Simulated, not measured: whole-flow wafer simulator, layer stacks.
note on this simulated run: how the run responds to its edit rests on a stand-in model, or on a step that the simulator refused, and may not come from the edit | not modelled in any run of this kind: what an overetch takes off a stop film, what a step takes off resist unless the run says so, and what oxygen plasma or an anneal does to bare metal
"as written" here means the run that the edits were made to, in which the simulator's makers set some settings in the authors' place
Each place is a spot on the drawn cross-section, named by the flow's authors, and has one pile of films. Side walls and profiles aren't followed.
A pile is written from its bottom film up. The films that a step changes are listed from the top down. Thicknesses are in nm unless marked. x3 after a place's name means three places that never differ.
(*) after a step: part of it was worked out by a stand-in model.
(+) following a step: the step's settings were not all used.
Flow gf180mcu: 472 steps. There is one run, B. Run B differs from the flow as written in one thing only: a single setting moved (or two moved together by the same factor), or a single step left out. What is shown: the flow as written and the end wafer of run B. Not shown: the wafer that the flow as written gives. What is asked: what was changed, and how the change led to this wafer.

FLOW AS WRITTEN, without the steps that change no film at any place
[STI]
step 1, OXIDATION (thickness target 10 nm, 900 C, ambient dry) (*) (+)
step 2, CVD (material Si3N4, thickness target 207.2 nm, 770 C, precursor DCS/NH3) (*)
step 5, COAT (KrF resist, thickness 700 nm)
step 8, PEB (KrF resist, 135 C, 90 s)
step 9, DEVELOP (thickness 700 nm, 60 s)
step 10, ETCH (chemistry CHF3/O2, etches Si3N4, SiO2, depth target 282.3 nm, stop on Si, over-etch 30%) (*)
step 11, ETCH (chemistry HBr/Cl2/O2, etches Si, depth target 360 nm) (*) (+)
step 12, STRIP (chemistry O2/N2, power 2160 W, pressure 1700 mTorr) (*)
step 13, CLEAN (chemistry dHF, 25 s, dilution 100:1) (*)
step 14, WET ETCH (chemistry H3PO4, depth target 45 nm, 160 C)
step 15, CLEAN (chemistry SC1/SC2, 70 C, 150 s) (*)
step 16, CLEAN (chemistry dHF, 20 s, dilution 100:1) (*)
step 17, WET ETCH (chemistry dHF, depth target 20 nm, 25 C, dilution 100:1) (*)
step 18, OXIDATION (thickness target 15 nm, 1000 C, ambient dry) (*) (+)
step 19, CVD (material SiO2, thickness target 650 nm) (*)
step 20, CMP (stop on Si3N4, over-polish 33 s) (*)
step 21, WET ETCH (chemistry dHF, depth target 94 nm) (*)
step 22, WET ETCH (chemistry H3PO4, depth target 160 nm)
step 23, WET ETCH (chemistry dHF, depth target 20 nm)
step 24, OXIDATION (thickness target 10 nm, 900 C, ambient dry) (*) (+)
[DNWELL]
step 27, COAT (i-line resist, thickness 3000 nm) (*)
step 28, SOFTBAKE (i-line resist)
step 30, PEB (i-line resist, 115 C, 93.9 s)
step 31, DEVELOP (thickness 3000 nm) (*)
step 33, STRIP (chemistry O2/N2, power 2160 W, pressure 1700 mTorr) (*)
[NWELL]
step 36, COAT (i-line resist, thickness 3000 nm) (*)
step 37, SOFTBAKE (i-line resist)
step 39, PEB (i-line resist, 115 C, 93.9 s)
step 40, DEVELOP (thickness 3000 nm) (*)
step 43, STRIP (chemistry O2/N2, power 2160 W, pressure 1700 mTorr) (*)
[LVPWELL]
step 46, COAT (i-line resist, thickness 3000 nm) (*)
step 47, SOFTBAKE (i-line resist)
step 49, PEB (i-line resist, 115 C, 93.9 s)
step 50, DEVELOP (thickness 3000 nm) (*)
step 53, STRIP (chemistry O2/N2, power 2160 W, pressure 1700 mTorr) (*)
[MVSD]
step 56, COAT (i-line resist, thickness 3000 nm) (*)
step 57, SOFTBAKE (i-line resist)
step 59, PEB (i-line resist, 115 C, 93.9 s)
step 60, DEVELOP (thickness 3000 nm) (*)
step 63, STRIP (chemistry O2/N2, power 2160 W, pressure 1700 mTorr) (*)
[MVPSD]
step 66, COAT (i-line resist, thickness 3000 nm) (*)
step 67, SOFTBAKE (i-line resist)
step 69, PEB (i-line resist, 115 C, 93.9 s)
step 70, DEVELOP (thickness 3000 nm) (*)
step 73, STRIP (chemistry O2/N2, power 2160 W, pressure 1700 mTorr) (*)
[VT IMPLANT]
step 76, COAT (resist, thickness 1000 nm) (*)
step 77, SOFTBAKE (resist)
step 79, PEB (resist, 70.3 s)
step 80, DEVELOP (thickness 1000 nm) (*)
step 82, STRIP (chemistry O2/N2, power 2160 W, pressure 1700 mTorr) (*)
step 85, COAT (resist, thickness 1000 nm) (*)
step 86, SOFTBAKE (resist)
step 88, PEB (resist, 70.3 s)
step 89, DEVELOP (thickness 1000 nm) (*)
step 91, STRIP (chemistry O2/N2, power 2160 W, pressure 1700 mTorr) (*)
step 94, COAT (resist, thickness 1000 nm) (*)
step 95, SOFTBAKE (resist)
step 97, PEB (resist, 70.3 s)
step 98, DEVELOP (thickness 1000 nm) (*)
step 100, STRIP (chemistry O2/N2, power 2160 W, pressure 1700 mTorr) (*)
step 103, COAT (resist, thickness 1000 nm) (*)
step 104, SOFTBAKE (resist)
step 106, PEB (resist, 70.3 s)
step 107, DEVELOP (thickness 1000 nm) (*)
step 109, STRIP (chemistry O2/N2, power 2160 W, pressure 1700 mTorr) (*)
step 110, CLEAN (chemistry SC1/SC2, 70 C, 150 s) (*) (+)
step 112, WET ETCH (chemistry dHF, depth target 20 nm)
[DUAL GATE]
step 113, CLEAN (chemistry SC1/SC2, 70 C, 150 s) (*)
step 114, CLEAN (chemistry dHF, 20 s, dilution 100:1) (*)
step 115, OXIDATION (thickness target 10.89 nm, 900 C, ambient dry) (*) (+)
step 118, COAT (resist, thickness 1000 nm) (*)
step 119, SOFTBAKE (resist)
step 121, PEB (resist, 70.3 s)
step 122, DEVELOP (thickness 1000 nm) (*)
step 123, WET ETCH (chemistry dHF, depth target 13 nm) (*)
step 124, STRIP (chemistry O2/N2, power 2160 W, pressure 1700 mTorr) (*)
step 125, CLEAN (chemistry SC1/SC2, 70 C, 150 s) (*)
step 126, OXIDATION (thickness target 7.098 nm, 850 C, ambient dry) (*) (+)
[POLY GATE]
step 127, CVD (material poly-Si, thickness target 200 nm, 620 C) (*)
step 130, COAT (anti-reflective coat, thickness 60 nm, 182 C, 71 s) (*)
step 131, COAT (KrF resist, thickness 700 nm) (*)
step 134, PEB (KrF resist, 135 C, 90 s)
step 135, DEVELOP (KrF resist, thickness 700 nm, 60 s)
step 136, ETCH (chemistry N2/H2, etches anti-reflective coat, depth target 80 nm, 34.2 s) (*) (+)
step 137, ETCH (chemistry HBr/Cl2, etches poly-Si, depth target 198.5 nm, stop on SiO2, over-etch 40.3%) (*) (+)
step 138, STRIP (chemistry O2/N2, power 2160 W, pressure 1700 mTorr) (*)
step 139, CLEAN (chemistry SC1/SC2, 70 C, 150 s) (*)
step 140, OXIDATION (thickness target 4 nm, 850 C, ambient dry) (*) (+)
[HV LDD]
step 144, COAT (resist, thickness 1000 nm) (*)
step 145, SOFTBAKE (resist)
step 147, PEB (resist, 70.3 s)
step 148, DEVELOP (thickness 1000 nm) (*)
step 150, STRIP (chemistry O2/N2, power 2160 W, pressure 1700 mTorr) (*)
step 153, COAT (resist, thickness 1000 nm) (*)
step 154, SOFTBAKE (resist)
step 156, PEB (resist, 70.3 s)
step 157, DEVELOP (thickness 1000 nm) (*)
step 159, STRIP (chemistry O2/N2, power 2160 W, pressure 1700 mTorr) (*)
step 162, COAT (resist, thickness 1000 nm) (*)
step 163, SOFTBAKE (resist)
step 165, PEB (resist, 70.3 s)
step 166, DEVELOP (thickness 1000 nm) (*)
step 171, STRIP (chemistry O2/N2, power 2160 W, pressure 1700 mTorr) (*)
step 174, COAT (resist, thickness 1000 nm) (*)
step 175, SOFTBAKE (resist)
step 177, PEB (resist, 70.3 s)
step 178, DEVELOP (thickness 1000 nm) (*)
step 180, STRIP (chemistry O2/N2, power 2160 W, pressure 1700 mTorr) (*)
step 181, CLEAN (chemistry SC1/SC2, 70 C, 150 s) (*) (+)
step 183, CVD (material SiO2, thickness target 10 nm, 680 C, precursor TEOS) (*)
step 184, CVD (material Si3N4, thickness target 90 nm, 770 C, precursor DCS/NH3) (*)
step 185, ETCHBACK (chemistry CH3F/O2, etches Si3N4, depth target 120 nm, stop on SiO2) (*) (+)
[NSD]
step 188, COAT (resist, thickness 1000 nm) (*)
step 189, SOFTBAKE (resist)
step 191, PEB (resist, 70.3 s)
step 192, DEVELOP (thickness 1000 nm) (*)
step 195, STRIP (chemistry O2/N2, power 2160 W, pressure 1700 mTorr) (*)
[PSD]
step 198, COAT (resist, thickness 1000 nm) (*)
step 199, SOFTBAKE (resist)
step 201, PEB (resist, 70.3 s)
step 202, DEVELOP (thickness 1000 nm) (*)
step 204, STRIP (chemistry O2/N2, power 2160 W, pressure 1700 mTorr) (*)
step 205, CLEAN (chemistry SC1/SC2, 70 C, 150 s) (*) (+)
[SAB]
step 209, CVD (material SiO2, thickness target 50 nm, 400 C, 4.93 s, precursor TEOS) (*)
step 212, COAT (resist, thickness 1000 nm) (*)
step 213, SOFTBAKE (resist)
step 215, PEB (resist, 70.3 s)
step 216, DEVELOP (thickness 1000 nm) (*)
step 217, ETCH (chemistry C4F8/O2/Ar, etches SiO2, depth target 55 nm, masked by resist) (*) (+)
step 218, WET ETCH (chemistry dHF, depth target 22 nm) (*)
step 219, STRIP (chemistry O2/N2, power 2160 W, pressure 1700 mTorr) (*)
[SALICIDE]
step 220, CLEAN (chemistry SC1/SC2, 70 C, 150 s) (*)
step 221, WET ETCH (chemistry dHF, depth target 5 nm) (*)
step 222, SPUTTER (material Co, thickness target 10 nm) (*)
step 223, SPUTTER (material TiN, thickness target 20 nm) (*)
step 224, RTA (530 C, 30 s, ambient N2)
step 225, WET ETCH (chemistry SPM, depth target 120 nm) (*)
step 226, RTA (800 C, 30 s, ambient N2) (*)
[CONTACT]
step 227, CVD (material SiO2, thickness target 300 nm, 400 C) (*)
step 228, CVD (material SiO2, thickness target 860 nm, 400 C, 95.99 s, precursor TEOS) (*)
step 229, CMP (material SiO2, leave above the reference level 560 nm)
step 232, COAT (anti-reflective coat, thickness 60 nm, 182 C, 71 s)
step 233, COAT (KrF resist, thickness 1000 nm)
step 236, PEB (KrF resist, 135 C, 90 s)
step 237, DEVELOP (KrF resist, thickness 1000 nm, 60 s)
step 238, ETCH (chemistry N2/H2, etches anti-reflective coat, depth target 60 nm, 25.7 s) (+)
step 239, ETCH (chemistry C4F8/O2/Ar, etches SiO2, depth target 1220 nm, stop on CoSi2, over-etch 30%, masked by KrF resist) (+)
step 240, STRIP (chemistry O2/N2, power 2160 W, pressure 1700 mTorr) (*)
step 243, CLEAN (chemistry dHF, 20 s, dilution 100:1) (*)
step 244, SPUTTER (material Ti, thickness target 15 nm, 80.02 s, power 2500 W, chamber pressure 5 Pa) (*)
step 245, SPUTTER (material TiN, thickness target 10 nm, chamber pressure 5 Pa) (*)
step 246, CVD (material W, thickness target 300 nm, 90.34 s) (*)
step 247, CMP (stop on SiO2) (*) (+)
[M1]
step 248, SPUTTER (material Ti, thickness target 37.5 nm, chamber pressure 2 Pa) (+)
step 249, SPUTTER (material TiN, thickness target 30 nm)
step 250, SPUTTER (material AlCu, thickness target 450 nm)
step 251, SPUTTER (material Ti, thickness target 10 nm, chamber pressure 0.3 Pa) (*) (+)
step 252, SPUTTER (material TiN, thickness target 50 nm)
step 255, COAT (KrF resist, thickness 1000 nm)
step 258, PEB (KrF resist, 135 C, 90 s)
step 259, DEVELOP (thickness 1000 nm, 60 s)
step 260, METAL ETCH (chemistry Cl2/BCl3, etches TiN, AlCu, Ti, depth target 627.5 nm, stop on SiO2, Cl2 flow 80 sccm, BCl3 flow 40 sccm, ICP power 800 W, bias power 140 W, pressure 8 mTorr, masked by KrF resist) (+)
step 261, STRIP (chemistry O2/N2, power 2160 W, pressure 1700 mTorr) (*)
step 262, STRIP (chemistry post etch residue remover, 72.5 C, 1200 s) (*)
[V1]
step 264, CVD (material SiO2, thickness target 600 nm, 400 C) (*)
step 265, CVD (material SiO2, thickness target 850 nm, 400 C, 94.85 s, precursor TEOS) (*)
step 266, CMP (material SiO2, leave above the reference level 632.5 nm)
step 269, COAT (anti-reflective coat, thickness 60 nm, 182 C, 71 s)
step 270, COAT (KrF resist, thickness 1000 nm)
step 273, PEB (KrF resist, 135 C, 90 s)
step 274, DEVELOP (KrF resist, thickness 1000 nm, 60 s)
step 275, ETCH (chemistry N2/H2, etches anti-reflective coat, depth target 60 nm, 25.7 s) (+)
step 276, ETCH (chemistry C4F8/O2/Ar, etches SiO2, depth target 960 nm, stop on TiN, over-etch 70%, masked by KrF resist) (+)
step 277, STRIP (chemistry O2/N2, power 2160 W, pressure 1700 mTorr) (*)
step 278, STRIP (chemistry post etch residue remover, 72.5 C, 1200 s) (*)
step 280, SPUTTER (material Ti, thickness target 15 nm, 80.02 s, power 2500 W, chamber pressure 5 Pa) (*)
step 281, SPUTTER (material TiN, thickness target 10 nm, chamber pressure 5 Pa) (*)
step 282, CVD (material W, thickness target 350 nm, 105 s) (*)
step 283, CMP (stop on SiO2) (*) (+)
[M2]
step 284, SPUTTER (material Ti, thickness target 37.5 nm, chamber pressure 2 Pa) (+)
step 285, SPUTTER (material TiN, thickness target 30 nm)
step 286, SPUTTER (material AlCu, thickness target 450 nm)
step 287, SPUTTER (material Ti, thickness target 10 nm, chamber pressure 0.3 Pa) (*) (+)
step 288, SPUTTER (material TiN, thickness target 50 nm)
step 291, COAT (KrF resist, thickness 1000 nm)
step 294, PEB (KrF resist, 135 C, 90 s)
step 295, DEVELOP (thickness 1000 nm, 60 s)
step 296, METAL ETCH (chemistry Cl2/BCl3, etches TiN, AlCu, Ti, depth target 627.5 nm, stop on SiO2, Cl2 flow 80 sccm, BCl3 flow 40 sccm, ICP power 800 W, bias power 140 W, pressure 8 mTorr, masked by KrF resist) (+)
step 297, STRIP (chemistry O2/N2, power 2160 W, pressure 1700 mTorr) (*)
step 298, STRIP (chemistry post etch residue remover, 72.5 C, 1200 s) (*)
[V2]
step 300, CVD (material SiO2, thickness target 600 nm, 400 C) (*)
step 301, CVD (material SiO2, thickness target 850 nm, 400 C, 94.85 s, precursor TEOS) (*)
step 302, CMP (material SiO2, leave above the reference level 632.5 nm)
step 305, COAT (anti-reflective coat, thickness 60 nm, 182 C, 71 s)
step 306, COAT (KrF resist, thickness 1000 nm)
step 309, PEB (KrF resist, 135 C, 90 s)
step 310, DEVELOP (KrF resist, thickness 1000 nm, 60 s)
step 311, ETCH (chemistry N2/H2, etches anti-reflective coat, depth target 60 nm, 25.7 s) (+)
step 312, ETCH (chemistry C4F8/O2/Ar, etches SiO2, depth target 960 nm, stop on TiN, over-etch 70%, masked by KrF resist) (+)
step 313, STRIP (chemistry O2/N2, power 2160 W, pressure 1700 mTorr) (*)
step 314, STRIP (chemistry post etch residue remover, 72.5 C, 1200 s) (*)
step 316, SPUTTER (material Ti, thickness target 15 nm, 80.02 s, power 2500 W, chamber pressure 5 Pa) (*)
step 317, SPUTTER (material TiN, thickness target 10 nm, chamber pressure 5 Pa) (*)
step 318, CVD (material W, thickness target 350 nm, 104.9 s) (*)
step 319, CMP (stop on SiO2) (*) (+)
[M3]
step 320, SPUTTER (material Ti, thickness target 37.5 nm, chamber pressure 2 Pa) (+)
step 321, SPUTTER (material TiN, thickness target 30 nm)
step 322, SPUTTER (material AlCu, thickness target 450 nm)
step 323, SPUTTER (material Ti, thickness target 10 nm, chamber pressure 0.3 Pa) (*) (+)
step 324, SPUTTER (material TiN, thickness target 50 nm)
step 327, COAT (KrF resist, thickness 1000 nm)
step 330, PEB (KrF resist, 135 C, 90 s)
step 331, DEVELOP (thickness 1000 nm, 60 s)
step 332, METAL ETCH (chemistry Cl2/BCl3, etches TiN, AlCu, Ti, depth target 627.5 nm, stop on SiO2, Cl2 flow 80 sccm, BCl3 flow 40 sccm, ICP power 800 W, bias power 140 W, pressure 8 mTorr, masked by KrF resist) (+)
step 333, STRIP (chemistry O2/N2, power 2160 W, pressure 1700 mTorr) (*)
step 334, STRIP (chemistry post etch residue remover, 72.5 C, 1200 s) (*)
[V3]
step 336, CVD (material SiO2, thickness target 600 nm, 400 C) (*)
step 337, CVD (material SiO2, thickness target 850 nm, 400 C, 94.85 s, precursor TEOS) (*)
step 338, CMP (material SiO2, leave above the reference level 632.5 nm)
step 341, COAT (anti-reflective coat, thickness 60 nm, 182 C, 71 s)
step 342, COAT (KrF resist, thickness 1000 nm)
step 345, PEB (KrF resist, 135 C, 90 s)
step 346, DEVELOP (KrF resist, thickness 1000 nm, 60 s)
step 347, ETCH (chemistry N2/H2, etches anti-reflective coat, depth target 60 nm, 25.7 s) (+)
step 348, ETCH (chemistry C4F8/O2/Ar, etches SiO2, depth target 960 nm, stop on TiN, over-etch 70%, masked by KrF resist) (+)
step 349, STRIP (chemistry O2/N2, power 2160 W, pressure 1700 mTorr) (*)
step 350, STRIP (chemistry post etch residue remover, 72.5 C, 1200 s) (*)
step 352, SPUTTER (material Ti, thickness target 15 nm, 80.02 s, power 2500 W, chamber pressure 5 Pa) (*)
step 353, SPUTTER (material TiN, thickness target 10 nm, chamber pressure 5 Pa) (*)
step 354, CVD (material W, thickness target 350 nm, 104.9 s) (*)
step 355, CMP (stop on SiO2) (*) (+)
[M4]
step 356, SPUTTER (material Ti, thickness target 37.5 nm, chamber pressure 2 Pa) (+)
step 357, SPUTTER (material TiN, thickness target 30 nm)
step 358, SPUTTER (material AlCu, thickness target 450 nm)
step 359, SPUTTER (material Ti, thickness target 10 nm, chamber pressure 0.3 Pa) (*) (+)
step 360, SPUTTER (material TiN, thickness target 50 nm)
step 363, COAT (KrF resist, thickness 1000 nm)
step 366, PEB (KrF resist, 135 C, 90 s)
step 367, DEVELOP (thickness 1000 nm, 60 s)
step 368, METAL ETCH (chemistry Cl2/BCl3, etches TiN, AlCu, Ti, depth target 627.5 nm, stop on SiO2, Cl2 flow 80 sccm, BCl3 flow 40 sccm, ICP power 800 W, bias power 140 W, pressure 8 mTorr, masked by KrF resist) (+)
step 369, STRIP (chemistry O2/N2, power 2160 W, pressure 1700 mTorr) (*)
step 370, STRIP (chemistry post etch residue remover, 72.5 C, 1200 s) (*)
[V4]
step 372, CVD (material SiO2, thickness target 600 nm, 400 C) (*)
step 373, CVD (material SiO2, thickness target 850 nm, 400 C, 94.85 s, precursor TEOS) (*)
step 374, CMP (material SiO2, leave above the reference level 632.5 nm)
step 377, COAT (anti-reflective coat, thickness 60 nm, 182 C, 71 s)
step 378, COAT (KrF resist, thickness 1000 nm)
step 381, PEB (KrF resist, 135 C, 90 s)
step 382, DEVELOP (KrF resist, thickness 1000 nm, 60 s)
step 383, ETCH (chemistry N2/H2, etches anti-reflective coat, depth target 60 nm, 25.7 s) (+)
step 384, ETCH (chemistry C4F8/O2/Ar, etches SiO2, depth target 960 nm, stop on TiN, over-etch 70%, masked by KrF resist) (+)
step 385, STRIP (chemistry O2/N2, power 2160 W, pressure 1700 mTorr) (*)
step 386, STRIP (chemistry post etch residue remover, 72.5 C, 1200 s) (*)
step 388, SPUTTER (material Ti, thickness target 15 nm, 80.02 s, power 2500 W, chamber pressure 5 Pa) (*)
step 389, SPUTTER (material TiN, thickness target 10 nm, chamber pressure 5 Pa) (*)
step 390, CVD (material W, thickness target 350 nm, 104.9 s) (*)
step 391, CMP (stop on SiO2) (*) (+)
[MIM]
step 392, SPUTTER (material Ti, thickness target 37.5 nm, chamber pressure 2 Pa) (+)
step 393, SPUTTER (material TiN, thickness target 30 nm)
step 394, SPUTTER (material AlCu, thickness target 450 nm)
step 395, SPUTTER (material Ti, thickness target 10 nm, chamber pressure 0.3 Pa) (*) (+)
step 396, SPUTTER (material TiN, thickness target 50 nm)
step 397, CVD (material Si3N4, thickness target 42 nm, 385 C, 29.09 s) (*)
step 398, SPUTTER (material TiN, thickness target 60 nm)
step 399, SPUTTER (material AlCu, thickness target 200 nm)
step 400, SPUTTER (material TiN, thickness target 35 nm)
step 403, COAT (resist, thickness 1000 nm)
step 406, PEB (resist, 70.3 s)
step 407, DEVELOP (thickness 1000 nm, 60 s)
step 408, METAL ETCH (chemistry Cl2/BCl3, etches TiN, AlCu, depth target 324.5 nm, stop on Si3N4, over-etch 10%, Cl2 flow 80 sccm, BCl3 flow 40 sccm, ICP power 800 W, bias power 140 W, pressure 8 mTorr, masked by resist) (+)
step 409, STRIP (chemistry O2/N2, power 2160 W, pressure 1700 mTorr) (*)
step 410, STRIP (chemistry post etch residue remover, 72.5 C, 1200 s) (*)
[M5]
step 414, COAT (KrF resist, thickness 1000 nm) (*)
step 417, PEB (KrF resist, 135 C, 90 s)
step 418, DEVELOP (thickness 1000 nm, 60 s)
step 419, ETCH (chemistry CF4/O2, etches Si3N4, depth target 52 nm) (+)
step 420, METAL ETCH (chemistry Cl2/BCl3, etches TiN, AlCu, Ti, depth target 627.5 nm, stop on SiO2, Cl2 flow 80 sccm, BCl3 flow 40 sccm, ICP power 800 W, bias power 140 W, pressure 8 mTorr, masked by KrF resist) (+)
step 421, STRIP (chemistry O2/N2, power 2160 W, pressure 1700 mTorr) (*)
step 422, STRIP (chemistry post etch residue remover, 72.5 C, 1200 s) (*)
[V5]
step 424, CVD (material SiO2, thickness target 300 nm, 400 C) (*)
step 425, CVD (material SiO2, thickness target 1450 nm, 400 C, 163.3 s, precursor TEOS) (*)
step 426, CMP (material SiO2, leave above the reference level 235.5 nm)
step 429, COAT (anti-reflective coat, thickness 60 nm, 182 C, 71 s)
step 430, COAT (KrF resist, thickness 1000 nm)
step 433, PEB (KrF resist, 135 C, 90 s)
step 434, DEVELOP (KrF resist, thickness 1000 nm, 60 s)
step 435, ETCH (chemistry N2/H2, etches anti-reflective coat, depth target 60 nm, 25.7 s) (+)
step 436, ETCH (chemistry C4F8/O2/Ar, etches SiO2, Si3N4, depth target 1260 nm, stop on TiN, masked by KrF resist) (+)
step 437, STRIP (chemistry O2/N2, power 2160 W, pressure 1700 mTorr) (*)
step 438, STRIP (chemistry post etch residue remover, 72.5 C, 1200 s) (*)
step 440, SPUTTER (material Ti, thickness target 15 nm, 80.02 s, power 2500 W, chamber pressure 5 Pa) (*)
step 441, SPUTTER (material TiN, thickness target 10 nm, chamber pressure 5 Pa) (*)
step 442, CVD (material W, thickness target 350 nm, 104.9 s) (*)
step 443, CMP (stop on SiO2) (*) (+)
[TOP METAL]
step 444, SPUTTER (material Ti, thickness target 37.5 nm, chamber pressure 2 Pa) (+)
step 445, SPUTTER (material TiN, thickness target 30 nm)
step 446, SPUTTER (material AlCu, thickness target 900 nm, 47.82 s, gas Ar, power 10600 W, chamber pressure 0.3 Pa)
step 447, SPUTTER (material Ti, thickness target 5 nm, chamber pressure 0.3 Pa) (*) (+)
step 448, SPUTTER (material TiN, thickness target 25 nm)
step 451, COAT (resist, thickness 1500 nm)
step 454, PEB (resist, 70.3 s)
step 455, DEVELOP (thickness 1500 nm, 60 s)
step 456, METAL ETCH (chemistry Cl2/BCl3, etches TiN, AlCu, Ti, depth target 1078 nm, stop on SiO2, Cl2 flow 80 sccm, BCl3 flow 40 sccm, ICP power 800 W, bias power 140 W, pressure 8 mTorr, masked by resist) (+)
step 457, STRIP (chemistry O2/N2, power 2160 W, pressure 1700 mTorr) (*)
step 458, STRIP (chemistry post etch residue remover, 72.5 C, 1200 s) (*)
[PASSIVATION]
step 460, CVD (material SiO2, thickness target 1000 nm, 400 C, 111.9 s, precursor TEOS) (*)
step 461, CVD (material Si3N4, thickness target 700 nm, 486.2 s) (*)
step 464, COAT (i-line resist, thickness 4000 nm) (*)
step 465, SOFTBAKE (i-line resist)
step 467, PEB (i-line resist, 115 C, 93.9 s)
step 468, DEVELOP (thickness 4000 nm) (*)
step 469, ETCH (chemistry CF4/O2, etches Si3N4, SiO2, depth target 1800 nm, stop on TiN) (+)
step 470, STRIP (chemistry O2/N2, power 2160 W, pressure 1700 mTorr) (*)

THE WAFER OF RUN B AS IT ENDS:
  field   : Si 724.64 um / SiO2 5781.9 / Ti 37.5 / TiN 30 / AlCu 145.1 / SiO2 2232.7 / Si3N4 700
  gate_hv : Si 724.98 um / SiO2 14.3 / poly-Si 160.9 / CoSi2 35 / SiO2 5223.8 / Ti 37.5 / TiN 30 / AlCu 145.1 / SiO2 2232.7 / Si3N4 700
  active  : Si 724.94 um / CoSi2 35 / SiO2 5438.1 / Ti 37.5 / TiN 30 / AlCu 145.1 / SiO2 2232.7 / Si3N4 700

The reason: step 420, METAL ETCH: depth target 357.7 nm was run, while the flow as written has depth target 627.5 nm.

Step by step, how the change led to this:
  step 420, METAL ETCH (chemistry Cl2/BCl3, etches TiN, AlCu, Ti, depth target 627.5 nm, stop on SiO2, Cl2 flow 80 sccm, BCl3 flow 40 sccm, ICP power 800 W, bias power 140 W, pressure 8 mTorr, masked by KrF resist) (+)
      field, field__w1, field__w2 and 101 more: TiN loses 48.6 (all of it), Ti loses 10 (all of it), AlCu loses 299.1 (as written it would have been: TiN loses 48.6 (all of it), Ti loses 10 (all of it), AlCu loses 450 (all of it), TiN loses 30 (all of it), Ti loses 37.5 (all of it))
      field__w4, field__w8, contact, m1, m1__w1, mim, mim_1p0, m1_nw: KrF resist loses 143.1 (as written it would have been: KrF resist loses 251)
  step 421, STRIP (chemistry O2/N2, power 2160 W, pressure 1700 mTorr) (*)
      field__w8, m1__w1: KrF resist loses 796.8 (all of it) (as written it would have been: KrF resist loses 688.9 (all of it))
      contact, m1: KrF resist loses 797.2 (all of it) (as written it would have been: KrF resist loses 689.3 (all of it))
      (and at 4 other places as well)
  step 422, STRIP (chemistry post etch residue remover, 72.5 C, 1200 s) (*)
      field, field__w1, field__w2 and 101 more: AlCu loses 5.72 (as written it would have been: nothing)
  step 424, CVD (material SiO2, thickness target 300 nm, 400 C) (*)
      field, field__w1, field__w2 and 101 more: SiO2 gains 300 (new film) (as written it would have been: SiO2 gains 300)
  step 426, CMP (material SiO2, leave above the reference level 235.5 nm)
      field, field__w1, field__w5 and 92 more: SiO2 loses 513.5 (as written it would have been: SiO2 loses 300.8)
      field__w2, field__w3, field__w12 and 6 more: SiO2 loses 495 (as written it would have been: SiO2 loses 272.7)
If metal films that touch count as one body, field has 1 body; the flow as written gives 0 bodies.
If metal films that touch count as one body, gate_hv has 2 bodies (between them, from the top down: SiO2 5223.8); the flow as written gives 1 body.
If metal films that touch count as one body, active has 2 bodies (between them, from the top down: SiO2 5438.1); the flow as written gives 1 body.
